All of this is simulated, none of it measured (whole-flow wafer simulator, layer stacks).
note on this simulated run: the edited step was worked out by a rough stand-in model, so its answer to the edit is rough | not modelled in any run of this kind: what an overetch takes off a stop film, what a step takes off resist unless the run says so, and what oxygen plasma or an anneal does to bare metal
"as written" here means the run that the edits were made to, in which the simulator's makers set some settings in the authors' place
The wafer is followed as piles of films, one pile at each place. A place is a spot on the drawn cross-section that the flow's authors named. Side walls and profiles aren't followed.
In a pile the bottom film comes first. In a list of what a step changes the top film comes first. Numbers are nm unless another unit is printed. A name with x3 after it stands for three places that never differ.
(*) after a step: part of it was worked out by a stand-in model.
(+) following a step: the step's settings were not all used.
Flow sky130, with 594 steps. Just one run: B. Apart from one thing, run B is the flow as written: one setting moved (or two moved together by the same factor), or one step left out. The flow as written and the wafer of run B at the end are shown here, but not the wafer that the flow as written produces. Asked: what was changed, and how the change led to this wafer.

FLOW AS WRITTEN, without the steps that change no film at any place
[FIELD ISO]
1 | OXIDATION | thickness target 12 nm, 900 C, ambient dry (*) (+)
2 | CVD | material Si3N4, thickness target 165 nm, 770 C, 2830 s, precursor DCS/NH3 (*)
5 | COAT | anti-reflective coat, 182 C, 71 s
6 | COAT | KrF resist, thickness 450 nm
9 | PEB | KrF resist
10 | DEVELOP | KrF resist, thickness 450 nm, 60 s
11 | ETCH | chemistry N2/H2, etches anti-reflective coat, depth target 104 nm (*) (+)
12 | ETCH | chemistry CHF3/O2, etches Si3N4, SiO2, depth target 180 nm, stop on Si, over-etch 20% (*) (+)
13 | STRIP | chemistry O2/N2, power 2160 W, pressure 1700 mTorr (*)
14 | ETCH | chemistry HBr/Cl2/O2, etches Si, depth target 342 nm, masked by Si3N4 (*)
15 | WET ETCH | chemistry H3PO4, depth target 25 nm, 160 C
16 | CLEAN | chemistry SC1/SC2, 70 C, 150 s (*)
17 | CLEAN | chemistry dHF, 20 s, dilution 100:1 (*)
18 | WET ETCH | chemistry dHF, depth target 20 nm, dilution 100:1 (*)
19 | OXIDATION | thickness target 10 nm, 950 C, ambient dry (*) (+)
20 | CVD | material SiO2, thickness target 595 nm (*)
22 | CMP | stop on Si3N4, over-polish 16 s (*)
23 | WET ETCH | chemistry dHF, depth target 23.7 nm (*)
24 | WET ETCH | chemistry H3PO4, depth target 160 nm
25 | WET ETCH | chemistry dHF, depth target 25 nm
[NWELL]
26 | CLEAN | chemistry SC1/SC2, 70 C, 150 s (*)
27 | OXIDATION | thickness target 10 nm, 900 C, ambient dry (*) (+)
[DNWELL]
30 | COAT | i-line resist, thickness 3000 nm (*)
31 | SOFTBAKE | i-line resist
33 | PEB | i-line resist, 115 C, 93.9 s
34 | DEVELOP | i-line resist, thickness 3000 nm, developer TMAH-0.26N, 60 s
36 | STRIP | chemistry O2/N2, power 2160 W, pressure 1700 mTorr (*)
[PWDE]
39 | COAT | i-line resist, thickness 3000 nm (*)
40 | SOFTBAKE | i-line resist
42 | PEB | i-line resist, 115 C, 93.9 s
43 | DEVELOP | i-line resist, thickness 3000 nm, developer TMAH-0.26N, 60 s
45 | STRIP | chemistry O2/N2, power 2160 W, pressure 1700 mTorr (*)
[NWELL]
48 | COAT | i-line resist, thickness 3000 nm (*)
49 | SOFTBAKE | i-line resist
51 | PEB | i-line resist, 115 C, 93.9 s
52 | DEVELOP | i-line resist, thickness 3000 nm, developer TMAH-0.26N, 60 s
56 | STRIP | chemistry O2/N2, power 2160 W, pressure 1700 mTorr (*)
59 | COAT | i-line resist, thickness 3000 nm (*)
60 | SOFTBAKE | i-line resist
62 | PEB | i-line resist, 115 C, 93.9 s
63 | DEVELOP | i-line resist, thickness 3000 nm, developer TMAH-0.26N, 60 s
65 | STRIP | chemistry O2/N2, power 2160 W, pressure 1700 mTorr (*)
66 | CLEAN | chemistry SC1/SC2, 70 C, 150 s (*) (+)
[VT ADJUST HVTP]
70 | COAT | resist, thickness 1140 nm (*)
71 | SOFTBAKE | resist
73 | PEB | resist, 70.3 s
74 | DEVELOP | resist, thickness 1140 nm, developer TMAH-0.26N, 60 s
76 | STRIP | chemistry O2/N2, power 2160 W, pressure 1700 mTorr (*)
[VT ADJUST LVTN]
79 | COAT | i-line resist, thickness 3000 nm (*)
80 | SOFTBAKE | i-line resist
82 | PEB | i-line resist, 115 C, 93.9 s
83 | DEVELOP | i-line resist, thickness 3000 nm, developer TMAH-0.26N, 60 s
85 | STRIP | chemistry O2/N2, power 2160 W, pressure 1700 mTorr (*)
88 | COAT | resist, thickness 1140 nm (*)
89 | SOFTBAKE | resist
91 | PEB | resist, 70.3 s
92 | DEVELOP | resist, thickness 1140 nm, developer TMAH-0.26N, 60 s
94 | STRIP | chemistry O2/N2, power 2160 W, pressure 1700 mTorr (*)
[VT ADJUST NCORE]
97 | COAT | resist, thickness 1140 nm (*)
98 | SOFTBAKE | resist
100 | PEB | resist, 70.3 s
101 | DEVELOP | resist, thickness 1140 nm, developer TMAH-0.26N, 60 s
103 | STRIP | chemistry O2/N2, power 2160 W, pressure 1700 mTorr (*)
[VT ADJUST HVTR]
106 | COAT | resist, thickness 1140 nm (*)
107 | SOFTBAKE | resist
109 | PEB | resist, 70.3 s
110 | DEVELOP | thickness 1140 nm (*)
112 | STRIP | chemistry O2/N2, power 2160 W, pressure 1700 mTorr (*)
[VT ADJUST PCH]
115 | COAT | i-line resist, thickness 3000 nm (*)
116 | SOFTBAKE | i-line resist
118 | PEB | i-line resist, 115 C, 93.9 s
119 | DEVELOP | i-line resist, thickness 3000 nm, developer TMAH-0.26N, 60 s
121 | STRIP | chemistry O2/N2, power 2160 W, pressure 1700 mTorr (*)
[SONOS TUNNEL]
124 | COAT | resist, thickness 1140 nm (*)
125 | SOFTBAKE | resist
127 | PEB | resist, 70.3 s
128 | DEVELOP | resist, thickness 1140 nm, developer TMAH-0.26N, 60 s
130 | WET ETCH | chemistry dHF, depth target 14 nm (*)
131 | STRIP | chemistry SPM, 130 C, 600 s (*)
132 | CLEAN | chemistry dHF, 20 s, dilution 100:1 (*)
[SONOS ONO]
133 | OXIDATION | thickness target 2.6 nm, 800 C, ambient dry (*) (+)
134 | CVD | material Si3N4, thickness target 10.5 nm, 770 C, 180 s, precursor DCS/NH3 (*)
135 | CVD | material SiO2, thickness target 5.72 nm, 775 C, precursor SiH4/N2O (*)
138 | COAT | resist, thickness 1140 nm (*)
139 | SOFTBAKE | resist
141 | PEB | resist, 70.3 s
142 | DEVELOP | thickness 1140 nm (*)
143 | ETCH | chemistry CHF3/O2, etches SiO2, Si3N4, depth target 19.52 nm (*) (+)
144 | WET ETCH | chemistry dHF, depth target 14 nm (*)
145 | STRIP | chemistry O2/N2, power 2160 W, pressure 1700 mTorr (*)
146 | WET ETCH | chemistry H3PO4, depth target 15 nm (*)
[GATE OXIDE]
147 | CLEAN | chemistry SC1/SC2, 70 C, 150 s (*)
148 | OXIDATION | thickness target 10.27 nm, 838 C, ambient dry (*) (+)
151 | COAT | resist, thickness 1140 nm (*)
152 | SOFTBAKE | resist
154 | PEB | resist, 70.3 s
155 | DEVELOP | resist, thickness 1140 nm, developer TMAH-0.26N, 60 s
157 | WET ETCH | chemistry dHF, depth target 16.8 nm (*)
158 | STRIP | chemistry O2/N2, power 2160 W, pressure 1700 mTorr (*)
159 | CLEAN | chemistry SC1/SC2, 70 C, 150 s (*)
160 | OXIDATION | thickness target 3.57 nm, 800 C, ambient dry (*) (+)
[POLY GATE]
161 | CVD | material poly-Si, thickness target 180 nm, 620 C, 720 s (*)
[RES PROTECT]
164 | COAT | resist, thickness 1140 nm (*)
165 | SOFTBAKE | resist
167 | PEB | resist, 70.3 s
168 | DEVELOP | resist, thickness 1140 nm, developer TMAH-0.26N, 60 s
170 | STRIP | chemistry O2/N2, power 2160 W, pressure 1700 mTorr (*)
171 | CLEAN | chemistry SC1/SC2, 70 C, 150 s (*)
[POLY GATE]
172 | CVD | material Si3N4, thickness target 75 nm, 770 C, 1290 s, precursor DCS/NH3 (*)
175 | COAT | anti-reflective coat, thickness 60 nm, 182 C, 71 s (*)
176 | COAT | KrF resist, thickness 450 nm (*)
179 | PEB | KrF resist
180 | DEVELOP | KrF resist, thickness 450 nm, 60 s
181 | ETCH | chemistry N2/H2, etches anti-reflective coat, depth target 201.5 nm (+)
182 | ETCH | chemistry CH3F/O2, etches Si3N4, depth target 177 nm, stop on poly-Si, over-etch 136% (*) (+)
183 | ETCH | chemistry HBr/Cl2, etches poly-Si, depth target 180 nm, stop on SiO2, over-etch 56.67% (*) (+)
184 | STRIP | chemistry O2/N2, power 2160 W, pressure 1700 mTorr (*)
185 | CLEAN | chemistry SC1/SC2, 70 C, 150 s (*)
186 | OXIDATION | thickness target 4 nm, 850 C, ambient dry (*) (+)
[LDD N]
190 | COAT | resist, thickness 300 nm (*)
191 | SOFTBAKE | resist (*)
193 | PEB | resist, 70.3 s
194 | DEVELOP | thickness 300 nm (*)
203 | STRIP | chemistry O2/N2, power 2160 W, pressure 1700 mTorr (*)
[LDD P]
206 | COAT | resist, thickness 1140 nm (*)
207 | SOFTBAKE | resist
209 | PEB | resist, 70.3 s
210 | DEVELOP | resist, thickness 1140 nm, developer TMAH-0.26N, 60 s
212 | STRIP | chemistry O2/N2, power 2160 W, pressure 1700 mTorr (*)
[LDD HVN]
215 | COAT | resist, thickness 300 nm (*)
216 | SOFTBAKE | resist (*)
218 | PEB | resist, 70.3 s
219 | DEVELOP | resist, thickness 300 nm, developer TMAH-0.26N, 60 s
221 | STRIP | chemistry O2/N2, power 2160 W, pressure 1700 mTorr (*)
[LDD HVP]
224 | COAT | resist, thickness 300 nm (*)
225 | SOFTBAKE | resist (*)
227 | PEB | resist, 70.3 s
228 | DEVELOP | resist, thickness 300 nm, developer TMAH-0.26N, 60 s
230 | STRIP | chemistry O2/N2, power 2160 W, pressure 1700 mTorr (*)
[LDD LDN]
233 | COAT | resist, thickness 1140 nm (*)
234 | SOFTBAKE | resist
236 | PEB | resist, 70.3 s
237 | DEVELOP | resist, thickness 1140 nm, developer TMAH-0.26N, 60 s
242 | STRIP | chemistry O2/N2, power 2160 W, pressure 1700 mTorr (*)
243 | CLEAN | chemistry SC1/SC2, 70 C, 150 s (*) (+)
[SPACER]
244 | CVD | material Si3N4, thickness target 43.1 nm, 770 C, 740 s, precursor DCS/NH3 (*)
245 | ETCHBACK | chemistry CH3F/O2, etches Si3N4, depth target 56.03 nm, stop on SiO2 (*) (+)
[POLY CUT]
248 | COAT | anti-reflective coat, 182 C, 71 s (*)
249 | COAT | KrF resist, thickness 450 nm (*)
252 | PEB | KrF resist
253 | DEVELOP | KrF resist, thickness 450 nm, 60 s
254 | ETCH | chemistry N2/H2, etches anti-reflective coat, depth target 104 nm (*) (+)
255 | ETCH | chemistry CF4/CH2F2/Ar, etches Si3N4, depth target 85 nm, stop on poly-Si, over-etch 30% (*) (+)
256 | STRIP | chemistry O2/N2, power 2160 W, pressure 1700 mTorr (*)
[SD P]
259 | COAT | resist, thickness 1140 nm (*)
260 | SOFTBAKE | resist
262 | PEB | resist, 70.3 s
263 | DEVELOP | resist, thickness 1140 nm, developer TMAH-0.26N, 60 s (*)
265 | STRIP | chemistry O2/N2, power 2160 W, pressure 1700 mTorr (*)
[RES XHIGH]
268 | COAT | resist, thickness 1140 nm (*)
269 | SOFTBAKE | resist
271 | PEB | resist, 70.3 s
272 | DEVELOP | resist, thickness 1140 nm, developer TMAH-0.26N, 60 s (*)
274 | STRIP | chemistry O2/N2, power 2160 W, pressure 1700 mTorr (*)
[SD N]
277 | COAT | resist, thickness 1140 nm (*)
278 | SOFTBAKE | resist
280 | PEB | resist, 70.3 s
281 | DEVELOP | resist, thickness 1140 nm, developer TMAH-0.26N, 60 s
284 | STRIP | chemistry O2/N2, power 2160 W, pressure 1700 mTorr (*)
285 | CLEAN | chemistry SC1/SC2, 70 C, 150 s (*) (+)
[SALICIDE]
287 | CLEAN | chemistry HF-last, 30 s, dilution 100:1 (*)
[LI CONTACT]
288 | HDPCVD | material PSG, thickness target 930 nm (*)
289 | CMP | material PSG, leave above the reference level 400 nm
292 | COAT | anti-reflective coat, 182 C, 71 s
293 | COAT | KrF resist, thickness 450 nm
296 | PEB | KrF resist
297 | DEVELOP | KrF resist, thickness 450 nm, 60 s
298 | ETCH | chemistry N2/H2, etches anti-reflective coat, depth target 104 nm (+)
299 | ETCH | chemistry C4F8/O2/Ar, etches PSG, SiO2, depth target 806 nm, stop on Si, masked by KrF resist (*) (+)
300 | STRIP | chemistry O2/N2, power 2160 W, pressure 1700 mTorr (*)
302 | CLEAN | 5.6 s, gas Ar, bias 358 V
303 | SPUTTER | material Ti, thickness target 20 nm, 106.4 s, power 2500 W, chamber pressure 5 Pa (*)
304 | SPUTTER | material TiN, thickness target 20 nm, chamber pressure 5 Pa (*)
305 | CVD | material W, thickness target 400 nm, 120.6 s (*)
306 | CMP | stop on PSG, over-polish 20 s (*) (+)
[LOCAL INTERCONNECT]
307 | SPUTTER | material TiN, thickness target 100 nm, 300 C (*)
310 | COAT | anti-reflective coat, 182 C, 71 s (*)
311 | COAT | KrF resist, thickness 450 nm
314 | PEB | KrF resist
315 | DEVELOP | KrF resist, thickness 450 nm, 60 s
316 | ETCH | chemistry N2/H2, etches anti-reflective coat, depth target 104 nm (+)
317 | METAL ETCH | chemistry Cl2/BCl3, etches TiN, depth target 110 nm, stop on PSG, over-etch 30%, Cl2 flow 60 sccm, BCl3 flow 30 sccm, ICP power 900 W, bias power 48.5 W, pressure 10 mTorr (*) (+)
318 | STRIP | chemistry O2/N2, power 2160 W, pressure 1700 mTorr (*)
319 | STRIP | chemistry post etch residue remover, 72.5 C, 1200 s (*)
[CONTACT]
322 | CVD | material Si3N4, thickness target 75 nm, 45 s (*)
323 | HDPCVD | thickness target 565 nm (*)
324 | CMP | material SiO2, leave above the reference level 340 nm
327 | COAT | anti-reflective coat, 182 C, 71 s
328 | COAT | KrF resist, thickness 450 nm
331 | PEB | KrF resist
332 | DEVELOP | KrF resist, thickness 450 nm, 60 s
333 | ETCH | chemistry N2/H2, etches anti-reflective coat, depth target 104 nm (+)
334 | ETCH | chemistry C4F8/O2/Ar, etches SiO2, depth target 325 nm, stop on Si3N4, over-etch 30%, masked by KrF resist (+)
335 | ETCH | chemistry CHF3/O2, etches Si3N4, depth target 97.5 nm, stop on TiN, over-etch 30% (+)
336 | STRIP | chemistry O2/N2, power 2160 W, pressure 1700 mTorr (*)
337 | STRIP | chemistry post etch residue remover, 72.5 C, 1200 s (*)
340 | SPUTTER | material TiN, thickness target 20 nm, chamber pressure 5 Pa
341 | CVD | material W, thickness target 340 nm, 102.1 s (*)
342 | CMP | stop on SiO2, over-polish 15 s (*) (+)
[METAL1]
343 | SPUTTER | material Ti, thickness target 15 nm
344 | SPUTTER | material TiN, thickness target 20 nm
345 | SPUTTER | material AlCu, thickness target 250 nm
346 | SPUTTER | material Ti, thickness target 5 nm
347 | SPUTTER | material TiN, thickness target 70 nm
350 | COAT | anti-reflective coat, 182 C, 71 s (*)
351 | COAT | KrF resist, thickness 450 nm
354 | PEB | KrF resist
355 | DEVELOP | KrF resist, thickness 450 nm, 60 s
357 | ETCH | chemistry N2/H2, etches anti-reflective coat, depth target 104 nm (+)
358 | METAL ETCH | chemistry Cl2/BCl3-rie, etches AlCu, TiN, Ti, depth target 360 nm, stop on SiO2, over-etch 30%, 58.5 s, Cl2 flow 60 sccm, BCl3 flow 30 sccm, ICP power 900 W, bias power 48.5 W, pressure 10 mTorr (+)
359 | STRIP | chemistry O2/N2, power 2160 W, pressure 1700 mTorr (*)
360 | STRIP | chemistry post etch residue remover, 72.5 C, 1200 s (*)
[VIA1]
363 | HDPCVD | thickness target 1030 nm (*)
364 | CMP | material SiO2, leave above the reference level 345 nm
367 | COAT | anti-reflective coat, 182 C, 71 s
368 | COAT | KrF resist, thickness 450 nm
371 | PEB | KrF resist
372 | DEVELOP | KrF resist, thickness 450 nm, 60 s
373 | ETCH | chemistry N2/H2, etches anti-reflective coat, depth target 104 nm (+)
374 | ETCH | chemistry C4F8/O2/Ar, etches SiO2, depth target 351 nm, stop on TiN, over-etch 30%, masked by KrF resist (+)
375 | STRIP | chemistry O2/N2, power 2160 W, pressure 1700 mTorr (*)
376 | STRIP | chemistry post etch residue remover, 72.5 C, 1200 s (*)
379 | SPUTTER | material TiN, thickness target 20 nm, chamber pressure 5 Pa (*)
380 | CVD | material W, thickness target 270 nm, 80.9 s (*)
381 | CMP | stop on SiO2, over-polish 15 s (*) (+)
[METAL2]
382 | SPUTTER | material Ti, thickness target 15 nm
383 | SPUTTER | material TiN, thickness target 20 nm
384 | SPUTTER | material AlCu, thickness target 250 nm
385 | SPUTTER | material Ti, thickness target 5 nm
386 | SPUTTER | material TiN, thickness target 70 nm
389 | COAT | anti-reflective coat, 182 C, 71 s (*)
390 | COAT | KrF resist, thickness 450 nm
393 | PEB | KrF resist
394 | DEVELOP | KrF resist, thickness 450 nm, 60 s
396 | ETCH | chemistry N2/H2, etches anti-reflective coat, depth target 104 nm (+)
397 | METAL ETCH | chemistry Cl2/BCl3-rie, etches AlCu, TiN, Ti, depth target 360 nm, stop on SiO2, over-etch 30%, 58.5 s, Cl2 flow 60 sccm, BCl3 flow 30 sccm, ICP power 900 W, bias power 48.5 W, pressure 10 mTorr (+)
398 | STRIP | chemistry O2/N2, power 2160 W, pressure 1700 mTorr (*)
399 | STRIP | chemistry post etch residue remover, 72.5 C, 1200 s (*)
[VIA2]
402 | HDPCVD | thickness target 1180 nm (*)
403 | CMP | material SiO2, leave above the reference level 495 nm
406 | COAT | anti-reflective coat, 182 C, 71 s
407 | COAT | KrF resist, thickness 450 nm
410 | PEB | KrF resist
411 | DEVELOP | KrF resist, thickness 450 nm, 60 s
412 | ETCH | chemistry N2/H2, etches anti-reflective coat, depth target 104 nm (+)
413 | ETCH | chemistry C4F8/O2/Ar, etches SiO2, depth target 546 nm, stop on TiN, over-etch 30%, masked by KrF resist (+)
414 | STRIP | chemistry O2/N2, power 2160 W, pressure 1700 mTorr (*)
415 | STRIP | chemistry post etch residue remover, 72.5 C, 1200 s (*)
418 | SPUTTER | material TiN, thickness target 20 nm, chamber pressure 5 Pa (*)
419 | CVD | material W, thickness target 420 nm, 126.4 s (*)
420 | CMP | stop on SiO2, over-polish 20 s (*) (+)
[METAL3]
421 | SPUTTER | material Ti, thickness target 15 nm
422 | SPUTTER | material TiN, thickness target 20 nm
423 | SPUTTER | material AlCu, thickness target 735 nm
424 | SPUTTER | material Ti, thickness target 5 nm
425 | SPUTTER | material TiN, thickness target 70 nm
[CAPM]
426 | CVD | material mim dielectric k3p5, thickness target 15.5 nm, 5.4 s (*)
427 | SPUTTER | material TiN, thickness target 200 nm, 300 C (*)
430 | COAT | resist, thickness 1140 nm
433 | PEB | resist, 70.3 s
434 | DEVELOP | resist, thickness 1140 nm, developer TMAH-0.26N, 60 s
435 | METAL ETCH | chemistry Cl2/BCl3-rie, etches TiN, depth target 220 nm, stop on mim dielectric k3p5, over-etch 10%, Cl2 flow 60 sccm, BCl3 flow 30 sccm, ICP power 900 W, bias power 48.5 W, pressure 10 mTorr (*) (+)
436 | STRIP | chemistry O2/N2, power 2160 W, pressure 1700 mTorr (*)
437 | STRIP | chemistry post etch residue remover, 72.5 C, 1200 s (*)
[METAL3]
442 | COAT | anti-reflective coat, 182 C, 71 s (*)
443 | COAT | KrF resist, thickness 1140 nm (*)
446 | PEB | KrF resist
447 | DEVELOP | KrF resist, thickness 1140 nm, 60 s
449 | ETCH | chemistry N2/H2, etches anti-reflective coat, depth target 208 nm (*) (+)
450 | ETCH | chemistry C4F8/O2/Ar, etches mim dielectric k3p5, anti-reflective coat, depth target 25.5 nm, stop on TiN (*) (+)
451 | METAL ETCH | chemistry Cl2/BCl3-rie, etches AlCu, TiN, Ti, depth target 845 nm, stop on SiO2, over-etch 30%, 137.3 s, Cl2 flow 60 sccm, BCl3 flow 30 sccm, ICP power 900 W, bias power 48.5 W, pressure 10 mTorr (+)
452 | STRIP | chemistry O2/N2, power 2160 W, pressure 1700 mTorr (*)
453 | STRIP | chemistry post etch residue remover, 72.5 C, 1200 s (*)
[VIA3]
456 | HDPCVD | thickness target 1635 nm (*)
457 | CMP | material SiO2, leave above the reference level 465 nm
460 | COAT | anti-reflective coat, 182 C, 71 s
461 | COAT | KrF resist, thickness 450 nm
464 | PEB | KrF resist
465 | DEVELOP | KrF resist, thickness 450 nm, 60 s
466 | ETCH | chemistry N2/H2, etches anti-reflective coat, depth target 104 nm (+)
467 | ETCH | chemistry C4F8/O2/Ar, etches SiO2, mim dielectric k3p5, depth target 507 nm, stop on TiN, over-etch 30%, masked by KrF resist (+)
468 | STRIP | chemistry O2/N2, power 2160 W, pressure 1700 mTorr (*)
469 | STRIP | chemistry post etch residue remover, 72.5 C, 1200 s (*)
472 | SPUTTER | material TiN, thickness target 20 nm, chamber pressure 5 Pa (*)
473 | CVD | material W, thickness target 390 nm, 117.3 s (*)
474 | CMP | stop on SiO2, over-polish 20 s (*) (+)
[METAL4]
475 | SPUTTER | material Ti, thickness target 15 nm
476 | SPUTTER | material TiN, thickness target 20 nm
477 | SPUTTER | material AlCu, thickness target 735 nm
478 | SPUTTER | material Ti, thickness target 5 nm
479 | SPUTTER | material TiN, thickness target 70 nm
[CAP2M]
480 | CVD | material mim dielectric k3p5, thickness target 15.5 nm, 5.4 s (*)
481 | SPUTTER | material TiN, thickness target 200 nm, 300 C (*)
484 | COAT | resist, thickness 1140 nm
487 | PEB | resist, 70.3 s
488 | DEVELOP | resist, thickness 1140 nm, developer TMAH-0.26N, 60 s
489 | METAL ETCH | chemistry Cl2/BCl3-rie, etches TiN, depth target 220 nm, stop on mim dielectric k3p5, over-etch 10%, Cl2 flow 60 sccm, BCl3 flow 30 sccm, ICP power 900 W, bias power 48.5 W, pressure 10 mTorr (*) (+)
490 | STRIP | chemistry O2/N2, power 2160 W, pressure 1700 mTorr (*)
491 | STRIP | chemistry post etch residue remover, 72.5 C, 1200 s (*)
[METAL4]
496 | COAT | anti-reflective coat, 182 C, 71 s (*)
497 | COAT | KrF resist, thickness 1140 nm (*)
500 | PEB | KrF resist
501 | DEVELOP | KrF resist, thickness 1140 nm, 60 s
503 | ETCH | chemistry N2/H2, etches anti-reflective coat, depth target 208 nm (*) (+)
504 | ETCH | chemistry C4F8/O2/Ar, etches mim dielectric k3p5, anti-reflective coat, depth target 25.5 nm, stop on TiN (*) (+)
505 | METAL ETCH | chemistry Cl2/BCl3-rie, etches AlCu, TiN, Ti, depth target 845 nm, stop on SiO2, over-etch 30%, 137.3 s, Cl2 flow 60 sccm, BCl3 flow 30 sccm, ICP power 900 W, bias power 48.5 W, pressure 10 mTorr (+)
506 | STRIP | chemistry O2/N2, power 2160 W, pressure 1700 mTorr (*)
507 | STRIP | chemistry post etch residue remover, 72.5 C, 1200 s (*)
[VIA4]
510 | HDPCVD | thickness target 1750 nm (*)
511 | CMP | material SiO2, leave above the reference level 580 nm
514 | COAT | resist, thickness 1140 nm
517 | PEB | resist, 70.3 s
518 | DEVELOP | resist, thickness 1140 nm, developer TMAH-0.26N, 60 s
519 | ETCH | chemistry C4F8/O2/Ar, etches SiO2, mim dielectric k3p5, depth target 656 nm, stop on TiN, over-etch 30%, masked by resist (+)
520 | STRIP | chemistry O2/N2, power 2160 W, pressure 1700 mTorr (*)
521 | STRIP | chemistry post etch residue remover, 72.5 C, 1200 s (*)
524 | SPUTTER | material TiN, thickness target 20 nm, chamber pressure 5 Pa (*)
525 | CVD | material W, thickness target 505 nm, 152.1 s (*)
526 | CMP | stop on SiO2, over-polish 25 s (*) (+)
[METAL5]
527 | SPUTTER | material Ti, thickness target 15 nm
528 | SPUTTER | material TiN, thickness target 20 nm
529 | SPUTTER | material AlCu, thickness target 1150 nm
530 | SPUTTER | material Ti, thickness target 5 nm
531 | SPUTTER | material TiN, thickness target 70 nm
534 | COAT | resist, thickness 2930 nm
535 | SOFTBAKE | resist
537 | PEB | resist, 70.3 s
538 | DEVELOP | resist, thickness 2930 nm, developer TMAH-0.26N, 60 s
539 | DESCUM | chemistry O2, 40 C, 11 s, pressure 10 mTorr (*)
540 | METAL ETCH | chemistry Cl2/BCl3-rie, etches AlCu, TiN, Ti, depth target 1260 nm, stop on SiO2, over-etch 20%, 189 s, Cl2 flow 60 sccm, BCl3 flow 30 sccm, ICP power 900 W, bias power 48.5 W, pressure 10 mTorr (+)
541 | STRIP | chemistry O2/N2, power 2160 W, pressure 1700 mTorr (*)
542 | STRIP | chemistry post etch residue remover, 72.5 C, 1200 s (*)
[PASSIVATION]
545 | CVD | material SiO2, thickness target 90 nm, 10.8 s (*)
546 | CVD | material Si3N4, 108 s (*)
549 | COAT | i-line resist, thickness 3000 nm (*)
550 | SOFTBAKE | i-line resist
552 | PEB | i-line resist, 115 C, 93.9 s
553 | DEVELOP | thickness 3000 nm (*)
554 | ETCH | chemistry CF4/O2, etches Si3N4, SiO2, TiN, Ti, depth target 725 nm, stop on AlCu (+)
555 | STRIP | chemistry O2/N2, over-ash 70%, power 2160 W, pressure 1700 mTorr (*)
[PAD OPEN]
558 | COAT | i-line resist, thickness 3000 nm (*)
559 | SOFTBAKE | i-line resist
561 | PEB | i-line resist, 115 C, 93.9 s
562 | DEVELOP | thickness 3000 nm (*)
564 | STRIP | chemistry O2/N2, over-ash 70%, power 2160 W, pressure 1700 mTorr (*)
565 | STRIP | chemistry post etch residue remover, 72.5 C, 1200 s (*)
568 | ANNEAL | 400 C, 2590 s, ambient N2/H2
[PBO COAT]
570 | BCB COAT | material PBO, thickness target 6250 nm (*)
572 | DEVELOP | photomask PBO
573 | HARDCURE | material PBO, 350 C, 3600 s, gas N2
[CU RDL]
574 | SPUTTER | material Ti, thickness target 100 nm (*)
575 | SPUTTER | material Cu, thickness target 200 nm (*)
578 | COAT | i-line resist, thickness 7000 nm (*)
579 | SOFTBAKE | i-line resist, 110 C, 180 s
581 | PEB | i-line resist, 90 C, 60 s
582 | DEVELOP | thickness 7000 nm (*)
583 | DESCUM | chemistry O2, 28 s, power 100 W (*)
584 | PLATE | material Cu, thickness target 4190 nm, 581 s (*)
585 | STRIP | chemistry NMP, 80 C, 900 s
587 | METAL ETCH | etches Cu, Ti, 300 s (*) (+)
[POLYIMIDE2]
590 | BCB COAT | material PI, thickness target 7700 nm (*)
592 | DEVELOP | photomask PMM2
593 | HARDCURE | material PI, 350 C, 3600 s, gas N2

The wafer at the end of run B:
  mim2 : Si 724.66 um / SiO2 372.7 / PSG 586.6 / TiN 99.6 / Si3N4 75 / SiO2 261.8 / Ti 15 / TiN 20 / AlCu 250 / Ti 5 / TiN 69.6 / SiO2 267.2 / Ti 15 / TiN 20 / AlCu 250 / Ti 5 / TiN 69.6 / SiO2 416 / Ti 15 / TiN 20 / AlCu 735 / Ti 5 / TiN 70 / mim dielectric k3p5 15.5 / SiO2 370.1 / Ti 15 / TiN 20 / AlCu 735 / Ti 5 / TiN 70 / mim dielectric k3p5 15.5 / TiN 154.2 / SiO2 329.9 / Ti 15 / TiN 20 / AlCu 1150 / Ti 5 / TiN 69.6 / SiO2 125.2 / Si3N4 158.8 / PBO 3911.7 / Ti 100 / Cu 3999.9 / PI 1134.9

Cause: step 481, SPUTTER: thickness target 155 nm was run, whereas the flow has thickness target 200 nm.

Step by step, how the change led to this:
  481 | SPUTTER | material TiN, thickness target 200 nm, 300 C (*)
      field, active, n_well and 189 more: TiN gains 155 (new film) (it would be, as written: TiN gains 200 (new film))
  489 | METAL ETCH | chemistry Cl2/BCl3-rie, etches TiN, depth target 220 nm, stop on mim dielectric k3p5, over-etch 10%, Cl2 flow 60 sccm, BCl3 flow 30 sccm, ICP power 900 W, bias power 48.5 W, pressure 10 mTorr (*) (+)
      field, active, n_well and 188 more: TiN loses 155 (all of it) (it would be, as written: TiN loses 200 (all of it))
      mim2: resist loses 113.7 (it would be, as written: resist loses 146.7)
  490 | STRIP | chemistry O2/N2, power 2160 W, pressure 1700 mTorr (*)
      mim2: resist loses 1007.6 (all of it) (it would be, as written: resist loses 974.6 (all of it))
  496 | COAT | anti-reflective coat, 182 C, 71 s (*)
      iso_guard__w2: anti-reflective coat gains 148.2 (new film) (it would be, as written: anti-reflective coat gains 177.8 (new film))
      mim2: anti-reflective coat gains 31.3 (new film) (it would be, as written: anti-reflective coat gains 40.3 (new film))
  497 | COAT | KrF resist, thickness 1140 nm (*)
      mim2: KrF resist gains 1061 (new film) (it would be, as written: KrF resist gains 1018.9 (new film))
  506 | STRIP | chemistry O2/N2, power 2160 W, pressure 1700 mTorr (*)
      iso_guard__w2: KrF resist loses 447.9 (all of it), anti-reflective coat loses 148.2 (all of it) (it would be, as written: KrF resist loses 427.9 (all of it), anti-reflective coat loses 177.8 (all of it))
      mim2: KrF resist loses 414.1 (all of it), anti-reflective coat loses 31.3 (all of it) (it would be, as written: KrF resist loses 372.1 (all of it), anti-reflective coat loses 40.3 (all of it))
  511 | CMP | material SiO2, leave above the reference level 580 nm
      mim2: SiO2 loses 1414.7 (it would be, as written: SiO2 loses 1459.7)
